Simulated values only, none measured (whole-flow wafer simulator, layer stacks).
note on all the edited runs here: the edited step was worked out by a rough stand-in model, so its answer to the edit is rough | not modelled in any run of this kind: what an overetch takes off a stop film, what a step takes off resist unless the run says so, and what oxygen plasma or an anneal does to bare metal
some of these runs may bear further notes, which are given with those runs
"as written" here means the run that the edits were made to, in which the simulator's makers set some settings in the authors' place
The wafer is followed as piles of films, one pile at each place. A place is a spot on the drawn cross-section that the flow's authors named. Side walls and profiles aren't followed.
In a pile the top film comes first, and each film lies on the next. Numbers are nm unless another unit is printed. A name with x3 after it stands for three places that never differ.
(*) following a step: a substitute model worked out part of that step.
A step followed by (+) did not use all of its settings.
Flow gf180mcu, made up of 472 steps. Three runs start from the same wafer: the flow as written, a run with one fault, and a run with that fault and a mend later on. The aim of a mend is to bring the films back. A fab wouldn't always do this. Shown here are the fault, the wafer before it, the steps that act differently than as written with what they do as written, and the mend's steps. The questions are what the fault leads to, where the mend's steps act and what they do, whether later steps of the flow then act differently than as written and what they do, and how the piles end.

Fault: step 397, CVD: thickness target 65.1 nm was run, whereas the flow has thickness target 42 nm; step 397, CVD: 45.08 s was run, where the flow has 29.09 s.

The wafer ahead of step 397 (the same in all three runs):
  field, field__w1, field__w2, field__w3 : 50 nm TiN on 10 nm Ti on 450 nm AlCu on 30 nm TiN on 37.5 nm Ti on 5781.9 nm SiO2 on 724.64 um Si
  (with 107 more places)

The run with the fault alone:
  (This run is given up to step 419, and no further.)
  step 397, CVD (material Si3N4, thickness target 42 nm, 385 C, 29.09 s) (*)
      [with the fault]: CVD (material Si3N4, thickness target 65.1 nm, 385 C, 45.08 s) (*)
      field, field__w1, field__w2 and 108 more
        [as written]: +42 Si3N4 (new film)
        [with the fault]: +65 Si3N4 (new film)
  Later steps of the flow acting differently than as written:
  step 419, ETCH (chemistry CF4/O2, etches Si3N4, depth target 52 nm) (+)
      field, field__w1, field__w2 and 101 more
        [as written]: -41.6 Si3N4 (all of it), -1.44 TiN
        [with the fault]: -52 Si3N4
  Once step 419 is done, the piles at field, field__w1, field__w2 and 109 more depart from the flow's by more than 2% or 0.5 nm, whichever is larger.
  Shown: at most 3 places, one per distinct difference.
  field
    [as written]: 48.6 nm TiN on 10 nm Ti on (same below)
    [with the fault]: 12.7 nm Si3N4 on 50 nm TiN on 10 nm Ti on (same below)
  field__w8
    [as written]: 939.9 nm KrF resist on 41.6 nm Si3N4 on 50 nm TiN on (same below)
    [with the fault]: 939.9 nm KrF resist on 64.7 nm Si3N4 on 50 nm TiN on (same below)
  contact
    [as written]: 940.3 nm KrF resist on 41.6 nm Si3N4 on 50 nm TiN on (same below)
    [with the fault]: 940.3 nm KrF resist on 64.7 nm Si3N4 on 50 nm TiN on (same below)

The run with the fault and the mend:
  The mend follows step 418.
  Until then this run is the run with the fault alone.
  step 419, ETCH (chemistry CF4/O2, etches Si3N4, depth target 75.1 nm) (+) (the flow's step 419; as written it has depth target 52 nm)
      field, field__w1, field__w2 and 101 more
        -64.7 Si3N4 (all of it), -1.45 TiN
      field__w4, field__w8, contact, m1, m1__w1, mim, mim_1p0, m1_nw
        -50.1 KrF resist
  Later steps of the flow acting differently than as written (not shown: 4 more steps that differ only slightly, by at most 2% or 0.5 nm, whichever is larger):
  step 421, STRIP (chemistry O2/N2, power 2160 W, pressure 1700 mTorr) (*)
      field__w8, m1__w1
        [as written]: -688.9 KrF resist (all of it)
        [with the mend]: -673.5 KrF resist (all of it)
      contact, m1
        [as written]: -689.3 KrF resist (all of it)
        [with the mend]: -673.9 KrF resist (all of it)
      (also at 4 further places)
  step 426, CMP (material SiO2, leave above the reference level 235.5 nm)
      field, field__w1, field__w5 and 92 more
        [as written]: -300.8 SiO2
        [with the mend]: -277.8 SiO2
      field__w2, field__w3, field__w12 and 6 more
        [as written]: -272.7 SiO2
        [with the mend]: -248.6 SiO2
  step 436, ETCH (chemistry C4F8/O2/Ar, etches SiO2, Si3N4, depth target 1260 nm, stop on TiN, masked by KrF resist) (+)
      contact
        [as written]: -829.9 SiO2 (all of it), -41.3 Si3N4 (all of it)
        [with the mend]: -829.9 SiO2 (all of it), -64.3 Si3N4 (all of it)
  By the end, the piles at field__w4, field__w8, contact, m1, m1__w1, mim, mim_1p0, m1_nw depart from the flow's by more than 2% or 0.5 nm, whichever is larger.
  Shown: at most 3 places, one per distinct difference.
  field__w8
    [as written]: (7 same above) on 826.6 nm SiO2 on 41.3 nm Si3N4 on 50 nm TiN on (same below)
    [with the mend]: (7 same above) on 826.6 nm SiO2 on 64.3 nm Si3N4 on 50 nm TiN on (same below)
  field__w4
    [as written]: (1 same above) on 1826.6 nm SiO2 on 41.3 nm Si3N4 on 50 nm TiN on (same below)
    [with the mend]: (1 same above) on 1826.6 nm SiO2 on 64.3 nm Si3N4 on 50 nm TiN on (same below)
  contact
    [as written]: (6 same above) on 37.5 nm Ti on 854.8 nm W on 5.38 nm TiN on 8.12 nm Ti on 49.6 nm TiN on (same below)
    [with the mend]: (6 same above) on 37.5 nm Ti on 878 nm W on 5.31 nm TiN on 8.01 nm Ti on 49.6 nm TiN on (same below)
